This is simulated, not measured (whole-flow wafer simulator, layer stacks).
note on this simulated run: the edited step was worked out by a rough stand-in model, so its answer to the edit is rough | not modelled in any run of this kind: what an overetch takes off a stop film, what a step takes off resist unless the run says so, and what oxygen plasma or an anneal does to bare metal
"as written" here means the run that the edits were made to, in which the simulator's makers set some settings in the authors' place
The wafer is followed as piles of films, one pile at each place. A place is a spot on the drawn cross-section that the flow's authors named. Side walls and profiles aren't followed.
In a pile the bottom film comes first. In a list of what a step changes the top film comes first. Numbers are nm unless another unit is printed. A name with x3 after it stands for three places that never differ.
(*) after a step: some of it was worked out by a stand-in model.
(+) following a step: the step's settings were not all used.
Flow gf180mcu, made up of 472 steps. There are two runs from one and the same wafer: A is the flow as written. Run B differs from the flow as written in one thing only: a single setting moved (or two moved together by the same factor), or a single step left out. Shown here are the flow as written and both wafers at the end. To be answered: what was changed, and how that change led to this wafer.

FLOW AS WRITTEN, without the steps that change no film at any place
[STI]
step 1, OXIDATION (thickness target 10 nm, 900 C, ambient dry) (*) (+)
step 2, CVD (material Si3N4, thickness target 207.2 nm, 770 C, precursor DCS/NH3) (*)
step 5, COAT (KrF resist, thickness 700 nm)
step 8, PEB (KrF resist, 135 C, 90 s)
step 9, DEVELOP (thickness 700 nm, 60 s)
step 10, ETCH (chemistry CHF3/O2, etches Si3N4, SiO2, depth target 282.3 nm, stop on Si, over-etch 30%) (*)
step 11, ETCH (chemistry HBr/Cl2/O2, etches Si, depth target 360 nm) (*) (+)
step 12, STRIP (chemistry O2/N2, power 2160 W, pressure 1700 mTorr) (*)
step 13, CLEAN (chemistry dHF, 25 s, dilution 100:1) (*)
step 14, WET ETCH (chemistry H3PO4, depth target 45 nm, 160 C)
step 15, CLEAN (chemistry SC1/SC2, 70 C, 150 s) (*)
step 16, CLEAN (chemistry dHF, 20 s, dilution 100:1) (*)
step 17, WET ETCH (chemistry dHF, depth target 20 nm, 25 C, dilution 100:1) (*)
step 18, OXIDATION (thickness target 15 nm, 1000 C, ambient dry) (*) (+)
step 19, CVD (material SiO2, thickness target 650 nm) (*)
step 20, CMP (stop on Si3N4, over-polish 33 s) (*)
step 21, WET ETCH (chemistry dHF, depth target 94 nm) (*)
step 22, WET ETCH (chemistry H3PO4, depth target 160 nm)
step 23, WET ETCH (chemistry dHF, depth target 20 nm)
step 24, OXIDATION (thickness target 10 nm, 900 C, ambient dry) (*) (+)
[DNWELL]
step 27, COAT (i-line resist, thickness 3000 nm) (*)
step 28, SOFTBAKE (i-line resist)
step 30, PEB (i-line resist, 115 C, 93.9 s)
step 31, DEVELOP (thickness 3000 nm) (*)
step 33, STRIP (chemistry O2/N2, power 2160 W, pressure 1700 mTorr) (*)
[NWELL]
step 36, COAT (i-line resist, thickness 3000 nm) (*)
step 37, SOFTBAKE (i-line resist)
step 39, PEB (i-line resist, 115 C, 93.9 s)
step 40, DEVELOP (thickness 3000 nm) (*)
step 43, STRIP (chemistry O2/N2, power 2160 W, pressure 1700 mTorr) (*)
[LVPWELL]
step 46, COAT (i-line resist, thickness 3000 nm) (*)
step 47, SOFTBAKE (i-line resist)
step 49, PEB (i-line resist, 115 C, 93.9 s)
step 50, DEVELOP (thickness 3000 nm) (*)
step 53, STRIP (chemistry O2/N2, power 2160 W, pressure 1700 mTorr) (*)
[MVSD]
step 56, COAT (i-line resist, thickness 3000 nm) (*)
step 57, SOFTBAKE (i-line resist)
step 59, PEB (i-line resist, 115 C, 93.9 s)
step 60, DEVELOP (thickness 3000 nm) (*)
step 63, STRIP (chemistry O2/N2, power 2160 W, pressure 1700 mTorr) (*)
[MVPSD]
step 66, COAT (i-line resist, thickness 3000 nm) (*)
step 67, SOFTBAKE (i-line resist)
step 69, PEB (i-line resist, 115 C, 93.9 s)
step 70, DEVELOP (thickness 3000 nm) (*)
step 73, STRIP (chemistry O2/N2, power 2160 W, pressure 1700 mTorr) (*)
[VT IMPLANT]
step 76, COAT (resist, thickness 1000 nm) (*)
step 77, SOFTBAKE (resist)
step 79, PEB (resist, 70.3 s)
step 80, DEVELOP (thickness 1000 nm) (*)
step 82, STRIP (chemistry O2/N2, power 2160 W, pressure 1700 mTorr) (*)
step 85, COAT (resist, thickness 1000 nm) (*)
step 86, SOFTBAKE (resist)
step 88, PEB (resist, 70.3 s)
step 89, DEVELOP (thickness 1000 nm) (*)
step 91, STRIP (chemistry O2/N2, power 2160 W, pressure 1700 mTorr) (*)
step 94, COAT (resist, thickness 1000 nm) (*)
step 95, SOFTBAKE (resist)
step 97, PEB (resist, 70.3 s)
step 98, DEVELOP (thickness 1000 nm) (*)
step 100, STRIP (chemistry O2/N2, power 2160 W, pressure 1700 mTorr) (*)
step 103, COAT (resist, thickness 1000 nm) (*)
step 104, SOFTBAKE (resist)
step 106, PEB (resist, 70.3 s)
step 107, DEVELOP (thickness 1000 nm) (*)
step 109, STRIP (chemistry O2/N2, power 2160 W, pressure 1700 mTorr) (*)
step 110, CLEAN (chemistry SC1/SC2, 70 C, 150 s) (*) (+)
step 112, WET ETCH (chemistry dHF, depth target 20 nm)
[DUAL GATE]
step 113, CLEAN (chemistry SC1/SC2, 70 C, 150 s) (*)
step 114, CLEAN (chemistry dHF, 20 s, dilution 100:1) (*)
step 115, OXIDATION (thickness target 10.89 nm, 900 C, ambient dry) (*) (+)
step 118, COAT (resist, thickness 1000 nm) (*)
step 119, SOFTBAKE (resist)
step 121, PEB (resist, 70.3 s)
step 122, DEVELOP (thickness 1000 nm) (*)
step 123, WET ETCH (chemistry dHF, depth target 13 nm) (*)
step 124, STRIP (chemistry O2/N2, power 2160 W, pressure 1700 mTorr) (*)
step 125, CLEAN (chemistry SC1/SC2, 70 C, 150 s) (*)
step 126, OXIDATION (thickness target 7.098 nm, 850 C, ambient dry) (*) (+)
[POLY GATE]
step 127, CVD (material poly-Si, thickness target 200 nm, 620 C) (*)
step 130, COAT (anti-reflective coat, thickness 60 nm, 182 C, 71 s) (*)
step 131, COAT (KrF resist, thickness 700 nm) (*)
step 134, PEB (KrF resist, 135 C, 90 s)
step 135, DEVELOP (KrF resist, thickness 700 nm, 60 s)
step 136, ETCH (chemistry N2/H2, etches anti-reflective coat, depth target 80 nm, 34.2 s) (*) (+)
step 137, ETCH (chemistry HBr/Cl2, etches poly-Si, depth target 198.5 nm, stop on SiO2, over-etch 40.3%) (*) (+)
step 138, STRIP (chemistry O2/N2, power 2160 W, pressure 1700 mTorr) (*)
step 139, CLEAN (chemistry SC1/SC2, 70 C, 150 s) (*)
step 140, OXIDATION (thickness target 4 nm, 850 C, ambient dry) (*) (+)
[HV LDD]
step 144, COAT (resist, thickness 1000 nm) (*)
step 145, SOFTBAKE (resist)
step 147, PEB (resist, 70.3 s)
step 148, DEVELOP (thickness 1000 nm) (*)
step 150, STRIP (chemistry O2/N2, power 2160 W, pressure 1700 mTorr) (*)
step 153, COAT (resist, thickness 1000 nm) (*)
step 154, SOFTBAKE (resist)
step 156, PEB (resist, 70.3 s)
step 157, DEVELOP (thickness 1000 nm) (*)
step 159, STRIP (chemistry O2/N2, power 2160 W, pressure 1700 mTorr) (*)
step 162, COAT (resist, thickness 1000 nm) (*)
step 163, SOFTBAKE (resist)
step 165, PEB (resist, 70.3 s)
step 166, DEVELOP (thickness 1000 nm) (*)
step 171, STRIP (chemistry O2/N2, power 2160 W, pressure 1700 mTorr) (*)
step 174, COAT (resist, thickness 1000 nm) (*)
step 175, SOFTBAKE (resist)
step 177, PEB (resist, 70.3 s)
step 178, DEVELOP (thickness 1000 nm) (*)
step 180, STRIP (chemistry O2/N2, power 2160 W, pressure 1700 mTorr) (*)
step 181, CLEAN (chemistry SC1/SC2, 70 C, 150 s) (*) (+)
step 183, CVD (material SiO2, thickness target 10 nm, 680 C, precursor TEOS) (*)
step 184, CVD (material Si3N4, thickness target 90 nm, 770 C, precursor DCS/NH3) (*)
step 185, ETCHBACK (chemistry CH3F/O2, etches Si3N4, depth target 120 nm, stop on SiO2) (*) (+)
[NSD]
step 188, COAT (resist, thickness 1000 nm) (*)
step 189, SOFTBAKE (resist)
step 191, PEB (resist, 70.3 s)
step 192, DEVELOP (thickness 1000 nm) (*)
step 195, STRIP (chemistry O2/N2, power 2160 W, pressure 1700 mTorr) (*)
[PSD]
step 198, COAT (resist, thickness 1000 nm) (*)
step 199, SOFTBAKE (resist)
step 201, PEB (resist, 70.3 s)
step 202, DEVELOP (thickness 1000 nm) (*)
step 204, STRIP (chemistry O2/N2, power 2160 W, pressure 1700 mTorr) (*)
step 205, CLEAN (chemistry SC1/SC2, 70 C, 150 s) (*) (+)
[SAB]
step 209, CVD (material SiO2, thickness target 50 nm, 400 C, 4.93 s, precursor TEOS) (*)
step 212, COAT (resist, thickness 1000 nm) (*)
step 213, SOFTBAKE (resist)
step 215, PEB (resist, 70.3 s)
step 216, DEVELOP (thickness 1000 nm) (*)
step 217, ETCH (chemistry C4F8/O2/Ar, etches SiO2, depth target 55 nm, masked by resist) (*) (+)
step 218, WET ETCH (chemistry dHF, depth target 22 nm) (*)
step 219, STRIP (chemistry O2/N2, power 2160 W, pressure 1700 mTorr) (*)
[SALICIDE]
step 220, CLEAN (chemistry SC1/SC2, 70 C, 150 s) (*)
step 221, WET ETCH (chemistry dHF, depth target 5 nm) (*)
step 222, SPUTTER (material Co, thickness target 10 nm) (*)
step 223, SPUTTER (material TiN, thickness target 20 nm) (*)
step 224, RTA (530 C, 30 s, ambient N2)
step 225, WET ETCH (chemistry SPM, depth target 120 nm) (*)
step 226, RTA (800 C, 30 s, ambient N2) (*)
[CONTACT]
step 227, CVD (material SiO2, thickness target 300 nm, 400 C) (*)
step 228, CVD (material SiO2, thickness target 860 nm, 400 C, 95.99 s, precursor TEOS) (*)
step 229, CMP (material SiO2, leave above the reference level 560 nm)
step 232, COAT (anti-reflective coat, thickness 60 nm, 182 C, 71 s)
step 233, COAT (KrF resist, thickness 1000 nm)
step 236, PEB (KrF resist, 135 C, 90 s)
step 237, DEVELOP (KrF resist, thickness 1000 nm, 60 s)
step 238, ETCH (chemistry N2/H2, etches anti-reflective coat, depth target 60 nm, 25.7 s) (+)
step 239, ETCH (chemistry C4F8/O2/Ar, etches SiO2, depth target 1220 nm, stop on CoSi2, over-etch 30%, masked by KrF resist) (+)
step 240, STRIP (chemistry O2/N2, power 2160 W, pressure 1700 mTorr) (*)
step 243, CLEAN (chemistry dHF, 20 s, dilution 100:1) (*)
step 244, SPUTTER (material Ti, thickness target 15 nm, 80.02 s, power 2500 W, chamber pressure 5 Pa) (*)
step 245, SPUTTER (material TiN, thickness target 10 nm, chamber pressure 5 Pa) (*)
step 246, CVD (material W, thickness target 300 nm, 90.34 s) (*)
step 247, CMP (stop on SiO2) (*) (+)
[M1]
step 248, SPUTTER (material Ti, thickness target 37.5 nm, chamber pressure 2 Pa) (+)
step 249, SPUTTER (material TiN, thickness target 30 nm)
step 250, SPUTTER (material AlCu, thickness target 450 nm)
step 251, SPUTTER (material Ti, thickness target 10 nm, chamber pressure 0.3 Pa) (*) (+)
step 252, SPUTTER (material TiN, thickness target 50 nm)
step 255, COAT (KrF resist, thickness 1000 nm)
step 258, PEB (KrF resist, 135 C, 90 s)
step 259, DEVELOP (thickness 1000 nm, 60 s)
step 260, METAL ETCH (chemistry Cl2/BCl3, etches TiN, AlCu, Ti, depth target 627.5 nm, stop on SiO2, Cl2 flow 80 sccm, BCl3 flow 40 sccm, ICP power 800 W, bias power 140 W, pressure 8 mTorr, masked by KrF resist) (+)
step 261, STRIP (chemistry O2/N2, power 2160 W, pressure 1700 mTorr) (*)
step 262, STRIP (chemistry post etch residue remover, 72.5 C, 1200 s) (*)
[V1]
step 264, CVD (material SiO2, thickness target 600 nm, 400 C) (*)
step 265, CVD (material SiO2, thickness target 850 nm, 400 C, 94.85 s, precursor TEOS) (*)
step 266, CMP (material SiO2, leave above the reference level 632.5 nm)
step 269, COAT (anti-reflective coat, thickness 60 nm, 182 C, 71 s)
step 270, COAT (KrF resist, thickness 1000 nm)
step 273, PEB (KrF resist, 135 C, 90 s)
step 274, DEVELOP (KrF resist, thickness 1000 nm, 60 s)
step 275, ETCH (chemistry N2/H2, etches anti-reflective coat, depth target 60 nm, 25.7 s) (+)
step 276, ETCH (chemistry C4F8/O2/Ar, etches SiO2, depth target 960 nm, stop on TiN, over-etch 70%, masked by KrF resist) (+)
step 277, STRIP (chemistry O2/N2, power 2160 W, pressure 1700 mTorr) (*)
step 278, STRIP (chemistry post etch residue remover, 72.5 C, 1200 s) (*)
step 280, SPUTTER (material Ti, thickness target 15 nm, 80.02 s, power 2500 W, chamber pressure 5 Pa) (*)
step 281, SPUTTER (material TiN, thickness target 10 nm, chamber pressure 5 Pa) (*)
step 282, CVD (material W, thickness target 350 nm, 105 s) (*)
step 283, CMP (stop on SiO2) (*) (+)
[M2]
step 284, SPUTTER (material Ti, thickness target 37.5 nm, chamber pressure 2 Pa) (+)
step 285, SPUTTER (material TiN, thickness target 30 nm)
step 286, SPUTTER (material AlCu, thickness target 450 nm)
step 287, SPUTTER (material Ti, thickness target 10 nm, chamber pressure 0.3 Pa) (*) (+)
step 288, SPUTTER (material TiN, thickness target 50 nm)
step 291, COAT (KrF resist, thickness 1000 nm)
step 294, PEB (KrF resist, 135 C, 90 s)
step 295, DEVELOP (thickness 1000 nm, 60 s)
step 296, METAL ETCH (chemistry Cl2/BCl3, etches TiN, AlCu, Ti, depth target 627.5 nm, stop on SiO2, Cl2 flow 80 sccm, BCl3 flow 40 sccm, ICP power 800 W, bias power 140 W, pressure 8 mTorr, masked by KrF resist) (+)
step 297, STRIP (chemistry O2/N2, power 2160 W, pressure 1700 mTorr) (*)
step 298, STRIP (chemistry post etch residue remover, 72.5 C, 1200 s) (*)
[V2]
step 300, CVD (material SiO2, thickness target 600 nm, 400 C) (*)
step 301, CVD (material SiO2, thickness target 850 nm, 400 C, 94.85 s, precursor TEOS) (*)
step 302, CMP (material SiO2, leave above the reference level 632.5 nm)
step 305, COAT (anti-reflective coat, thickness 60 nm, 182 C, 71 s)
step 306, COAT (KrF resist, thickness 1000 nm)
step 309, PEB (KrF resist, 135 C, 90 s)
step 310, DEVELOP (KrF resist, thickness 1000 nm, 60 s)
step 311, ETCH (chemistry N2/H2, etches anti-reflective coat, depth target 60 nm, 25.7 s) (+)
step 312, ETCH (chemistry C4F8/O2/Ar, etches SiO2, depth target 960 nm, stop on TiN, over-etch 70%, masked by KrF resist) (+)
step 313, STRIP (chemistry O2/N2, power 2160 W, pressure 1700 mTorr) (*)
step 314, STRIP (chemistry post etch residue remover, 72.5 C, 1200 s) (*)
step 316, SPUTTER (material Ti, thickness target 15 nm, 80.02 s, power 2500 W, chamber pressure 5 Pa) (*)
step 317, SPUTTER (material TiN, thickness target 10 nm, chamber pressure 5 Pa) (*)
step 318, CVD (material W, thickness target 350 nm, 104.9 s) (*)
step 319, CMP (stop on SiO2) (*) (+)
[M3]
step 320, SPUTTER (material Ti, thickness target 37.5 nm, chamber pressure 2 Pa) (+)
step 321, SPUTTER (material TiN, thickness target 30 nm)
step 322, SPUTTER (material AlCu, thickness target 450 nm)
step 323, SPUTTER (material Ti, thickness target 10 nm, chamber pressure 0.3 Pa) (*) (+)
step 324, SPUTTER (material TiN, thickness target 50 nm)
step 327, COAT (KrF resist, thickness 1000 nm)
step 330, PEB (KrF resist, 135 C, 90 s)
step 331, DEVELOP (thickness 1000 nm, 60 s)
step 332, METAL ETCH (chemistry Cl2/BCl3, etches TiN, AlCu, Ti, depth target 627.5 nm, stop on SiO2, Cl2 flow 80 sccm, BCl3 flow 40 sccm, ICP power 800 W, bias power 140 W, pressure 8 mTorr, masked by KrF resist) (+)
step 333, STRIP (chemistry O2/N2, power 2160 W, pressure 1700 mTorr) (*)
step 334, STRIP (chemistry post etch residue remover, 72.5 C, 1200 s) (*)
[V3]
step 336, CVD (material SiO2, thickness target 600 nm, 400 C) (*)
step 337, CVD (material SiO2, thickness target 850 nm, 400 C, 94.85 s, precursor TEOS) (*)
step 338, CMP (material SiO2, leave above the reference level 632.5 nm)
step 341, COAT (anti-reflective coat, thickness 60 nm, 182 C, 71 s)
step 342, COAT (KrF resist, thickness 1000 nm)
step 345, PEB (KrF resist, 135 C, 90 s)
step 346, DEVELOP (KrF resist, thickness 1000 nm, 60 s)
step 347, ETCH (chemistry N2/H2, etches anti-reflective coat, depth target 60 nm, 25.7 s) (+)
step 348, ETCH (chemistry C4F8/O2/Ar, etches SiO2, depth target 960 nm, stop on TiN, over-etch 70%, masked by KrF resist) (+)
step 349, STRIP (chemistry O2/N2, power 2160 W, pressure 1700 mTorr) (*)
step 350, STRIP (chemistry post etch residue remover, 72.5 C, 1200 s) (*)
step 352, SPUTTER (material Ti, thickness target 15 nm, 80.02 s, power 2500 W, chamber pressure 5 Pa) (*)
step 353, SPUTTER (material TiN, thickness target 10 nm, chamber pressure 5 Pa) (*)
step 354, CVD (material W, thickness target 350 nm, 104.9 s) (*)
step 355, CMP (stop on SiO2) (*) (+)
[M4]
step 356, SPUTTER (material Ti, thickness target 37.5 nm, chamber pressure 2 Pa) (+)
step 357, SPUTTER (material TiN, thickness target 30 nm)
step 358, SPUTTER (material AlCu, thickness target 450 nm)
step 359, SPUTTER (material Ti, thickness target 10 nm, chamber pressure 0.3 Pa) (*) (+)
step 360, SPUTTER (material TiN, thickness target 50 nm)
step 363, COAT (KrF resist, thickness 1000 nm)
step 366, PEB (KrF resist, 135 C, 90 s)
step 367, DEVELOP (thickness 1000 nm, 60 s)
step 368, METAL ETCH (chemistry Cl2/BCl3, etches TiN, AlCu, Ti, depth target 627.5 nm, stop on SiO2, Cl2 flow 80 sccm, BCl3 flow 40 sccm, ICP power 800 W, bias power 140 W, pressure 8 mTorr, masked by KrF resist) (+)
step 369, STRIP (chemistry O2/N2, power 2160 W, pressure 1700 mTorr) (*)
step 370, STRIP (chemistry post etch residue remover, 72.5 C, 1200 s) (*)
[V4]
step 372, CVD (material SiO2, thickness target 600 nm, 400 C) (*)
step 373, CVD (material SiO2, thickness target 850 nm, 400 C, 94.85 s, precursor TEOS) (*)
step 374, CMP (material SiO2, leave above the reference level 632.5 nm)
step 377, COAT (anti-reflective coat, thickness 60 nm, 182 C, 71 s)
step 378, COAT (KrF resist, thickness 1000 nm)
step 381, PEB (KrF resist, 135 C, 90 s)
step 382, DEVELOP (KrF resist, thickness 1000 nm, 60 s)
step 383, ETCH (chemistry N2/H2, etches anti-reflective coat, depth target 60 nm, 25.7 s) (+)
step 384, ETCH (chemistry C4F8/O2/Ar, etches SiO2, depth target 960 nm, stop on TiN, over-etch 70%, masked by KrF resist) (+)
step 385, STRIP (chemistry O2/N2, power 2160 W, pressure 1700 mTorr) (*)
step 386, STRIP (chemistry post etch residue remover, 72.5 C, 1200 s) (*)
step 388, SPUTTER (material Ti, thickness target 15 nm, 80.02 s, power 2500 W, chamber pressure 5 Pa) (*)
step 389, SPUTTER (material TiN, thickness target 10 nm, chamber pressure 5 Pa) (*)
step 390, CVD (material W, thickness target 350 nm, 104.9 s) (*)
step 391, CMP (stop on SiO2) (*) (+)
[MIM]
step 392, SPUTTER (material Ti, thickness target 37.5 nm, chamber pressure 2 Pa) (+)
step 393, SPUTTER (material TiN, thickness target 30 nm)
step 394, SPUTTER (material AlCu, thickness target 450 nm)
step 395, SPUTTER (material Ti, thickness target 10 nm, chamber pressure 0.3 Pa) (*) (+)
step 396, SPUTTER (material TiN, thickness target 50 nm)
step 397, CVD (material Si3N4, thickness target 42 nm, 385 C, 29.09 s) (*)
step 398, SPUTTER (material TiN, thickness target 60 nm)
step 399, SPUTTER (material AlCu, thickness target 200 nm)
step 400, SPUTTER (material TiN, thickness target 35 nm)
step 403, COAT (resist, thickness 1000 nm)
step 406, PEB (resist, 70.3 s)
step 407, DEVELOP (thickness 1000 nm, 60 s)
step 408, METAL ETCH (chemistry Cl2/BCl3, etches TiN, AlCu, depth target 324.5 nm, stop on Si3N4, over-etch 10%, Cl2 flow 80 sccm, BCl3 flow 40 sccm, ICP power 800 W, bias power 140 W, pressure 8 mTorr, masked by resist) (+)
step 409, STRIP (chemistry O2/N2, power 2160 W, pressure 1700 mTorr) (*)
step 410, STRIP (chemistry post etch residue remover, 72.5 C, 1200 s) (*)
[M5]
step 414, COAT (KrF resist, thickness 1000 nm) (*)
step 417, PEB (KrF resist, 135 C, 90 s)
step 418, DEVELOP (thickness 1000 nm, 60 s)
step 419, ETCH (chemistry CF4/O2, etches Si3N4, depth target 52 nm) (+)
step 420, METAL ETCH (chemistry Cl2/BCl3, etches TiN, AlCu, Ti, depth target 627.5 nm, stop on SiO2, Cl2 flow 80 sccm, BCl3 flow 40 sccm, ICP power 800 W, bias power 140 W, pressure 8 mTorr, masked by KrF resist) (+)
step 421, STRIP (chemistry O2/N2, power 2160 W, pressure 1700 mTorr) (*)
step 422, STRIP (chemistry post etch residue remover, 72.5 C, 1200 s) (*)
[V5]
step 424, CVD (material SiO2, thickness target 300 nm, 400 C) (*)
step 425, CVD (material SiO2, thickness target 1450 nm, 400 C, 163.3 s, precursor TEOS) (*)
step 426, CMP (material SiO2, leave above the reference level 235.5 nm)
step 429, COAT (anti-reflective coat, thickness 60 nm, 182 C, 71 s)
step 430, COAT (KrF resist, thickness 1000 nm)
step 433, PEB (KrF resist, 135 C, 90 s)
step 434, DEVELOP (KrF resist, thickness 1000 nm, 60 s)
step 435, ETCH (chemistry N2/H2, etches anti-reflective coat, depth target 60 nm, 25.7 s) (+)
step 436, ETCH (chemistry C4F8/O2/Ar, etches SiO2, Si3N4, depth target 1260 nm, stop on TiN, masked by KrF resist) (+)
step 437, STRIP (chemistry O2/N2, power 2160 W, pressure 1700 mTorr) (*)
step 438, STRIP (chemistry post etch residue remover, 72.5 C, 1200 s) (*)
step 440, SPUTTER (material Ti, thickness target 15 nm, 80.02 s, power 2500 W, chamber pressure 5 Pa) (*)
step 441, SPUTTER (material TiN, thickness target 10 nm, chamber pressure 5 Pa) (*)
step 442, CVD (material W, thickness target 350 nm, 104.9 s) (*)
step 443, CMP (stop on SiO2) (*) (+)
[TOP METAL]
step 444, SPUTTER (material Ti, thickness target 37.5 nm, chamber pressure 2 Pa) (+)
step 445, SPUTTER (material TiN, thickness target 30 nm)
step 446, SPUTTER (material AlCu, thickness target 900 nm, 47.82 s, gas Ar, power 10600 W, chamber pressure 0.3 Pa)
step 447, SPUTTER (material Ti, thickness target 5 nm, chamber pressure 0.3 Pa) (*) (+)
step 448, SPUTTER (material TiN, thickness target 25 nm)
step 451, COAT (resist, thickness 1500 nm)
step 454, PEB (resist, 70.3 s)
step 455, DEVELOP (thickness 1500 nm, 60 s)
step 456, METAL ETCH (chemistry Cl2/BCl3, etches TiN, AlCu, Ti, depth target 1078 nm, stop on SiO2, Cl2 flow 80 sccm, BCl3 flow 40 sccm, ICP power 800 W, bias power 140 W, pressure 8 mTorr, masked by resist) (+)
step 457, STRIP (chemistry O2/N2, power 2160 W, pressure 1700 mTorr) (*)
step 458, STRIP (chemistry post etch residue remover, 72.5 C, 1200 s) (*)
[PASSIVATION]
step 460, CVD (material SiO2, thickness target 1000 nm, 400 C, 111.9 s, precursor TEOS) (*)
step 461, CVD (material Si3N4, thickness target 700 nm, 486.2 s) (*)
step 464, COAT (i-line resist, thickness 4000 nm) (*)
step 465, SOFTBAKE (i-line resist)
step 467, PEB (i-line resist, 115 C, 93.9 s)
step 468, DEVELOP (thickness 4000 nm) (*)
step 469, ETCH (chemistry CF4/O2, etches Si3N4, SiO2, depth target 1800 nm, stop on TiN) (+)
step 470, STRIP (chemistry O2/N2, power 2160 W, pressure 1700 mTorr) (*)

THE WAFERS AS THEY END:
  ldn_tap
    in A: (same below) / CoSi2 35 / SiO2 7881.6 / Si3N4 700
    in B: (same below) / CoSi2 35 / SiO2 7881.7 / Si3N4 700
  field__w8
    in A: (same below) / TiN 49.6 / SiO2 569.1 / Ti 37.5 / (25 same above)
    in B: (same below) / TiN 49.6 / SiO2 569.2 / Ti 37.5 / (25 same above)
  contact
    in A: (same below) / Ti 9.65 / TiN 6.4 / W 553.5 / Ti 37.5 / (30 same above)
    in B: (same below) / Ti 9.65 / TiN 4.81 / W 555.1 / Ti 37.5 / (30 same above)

What caused this: step 317, SPUTTER: thickness target 7.5 nm was run, whereas the flow has thickness target 10 nm.

Step by step, how the change led to this:
  step 317, SPUTTER (material TiN, thickness target 10 nm, chamber pressure 5 Pa) (*)
      field, field__w1, field__w2 and 107 more: A TiN gains 10 (new film) | B TiN gains 7.5 (new film)
      contact: A TiN gains 6.4 (new film) | B TiN gains 4.81 (new film)
  step 319, CMP (stop on SiO2) (*) (+)
      field, field__w1, field__w2 and 107 more: A W loses 350 (all of it), TiN loses 10 (all of it), Ti loses 15 (all of it), SiO2 loses 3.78 | B W loses 350 (all of it), TiN loses 7.5 (all of it), Ti loses 15 (all of it), SiO2 loses 3.76
